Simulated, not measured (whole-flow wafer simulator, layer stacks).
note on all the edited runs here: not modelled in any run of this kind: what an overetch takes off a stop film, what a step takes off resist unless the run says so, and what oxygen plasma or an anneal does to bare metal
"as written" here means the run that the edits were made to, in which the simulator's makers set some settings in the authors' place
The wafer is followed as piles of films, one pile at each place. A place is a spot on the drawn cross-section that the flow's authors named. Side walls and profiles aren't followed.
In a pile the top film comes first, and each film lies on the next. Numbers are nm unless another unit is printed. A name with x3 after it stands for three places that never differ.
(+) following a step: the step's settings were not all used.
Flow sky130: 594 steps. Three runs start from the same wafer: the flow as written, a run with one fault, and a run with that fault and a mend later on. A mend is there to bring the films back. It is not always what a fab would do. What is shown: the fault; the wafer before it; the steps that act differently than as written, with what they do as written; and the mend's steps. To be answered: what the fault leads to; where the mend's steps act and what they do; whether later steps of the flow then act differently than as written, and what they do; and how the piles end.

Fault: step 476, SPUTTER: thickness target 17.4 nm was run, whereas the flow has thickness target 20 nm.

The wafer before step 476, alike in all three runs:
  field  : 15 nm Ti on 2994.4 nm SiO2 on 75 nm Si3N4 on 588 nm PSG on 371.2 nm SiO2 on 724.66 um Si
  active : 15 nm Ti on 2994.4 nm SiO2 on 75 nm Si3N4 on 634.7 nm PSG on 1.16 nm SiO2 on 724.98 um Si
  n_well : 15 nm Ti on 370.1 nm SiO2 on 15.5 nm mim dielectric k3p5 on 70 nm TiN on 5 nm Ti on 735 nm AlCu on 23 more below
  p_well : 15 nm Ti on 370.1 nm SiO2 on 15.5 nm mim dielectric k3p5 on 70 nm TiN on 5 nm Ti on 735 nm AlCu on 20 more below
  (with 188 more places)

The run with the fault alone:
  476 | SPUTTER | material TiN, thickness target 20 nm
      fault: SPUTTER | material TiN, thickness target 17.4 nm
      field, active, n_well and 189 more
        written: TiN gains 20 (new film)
        fault: TiN gains 17.4 (new film)
  Steps later in the flow that act otherwise than as written (12 more steps, not shown, differ only slightly: by at most 2% or 0.5 nm, whichever is larger):
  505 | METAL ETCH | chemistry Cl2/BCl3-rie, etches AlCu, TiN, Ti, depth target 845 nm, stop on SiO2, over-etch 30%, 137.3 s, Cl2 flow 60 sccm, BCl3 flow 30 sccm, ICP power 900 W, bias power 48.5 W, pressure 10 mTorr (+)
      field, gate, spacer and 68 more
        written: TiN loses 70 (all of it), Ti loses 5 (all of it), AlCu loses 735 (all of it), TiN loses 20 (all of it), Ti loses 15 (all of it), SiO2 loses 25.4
        fault: TiN loses 70 (all of it), Ti loses 5 (all of it), AlCu loses 735 (all of it), TiN loses 17.4 (all of it), Ti loses 15 (all of it), SiO2 loses 25.6
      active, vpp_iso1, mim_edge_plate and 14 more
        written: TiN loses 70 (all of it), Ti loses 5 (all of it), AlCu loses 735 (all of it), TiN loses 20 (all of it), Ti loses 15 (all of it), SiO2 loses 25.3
        fault: TiN loses 70 (all of it), Ti loses 5 (all of it), AlCu loses 735 (all of it), TiN loses 17.4 (all of it), Ti loses 15 (all of it), SiO2 loses 25.6
  At n_well, p_well, gate_hv and 102 more, the piles at the end differ from the flow's by more than 2% or 0.5 nm, whichever is larger.
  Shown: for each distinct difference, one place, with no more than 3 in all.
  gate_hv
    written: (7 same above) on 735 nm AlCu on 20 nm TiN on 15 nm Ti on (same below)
    fault: (7 same above) on 735 nm AlCu on 17.4 nm TiN on 15 nm Ti on (same below)
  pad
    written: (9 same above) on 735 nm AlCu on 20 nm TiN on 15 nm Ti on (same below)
    fault: (9 same above) on 735 nm AlCu on 17.4 nm TiN on 15 nm Ti on (same below)
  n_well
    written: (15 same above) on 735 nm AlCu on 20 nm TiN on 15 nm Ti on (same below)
    fault: (15 same above) on 735 nm AlCu on 17.4 nm TiN on 15 nm Ti on (same below)

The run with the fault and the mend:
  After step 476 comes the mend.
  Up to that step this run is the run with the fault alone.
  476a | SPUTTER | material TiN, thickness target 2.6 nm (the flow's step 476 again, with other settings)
      field, active, n_well and 189 more
        TiN gains 2.6
  None of the later steps of the flow acts differently than as written at any place that is followed.
  The piles end the same as the flow's at every place that both follow.
